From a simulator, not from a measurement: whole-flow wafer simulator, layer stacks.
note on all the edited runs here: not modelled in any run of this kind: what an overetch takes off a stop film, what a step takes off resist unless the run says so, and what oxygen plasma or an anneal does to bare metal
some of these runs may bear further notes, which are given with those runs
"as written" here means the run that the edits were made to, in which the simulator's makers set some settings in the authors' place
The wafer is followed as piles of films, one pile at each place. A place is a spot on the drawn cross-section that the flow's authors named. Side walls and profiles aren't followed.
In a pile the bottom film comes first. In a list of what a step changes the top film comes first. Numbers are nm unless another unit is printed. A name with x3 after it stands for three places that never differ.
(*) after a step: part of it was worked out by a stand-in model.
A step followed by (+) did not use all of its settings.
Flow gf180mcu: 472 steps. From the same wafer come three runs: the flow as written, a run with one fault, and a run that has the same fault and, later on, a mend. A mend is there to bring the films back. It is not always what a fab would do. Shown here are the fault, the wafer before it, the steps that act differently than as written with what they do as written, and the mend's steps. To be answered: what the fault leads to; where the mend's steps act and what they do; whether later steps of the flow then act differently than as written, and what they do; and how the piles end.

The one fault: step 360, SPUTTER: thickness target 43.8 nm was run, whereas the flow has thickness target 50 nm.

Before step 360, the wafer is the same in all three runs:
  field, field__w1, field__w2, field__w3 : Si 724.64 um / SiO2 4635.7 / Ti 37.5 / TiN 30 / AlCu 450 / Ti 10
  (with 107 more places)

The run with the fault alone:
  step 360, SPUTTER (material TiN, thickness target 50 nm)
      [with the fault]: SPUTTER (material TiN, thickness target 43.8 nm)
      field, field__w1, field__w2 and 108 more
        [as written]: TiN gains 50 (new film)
        [with the fault]: TiN gains 43.8 (new film)
  Steps later in the flow that act otherwise than as written (not shown: 5 more steps that differ only slightly, by at most 2% or 0.5 nm, whichever is larger):
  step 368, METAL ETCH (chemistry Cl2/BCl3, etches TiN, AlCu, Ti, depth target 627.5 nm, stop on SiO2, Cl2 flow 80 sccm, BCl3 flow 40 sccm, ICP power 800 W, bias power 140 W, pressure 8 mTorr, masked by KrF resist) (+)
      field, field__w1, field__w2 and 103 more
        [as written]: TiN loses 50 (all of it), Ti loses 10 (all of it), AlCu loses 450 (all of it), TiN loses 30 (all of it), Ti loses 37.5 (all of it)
        [with the fault]: TiN loses 43.8 (all of it), Ti loses 10 (all of it), AlCu loses 450 (all of it), TiN loses 30 (all of it), Ti loses 37.5 (all of it)
  The piles end different from the flow's at field__w8, contact, m1, m1__w1, m1_nw by more than 2% or 0.5 nm, whichever is larger.
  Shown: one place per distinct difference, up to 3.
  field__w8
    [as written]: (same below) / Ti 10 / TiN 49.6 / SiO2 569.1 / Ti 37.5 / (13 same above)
    [with the fault]: (same below) / Ti 10 / TiN 43.4 / SiO2 575.3 / Ti 37.5 / (13 same above)
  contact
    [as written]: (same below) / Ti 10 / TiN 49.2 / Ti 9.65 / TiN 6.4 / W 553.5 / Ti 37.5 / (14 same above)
    [with the fault]: (same below) / Ti 10 / TiN 43 / Ti 9.62 / TiN 6.38 / W 559.8 / Ti 37.5 / (14 same above)

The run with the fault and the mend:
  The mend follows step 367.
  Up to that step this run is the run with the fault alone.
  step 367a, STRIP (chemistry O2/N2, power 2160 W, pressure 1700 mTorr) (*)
      field__w8, contact, m1, m1__w1, m1_nw
        KrF resist loses 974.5 (all of it)
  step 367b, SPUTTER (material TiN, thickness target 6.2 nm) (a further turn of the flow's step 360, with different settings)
      field, field__w1, field__w2 and 108 more
        TiN gains 6.2
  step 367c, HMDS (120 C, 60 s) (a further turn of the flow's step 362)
      alters no film at any place that is followed
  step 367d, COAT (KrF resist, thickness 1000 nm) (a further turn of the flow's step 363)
      field, field__w1, field__w2 and 108 more
        KrF resist gains 1000 (new film)
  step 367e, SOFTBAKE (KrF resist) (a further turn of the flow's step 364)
      alters no film at any place that is followed
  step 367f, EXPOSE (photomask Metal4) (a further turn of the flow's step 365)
      alters no film at any place that is followed
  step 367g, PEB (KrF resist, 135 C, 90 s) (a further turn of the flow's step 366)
      field, field__w1, field__w2 and 108 more
        KrF resist loses 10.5
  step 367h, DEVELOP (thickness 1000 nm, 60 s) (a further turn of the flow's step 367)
      field, field__w1, field__w2 and 103 more
        KrF resist loses 989.5 (all of it)
      field__w8, contact, m1, m1__w1, m1_nw
        KrF resist loses 14.9
  Later steps of the flow that are run all act as written at every place that is followed.
  At every place that both follow, the piles at the end match the flow's.
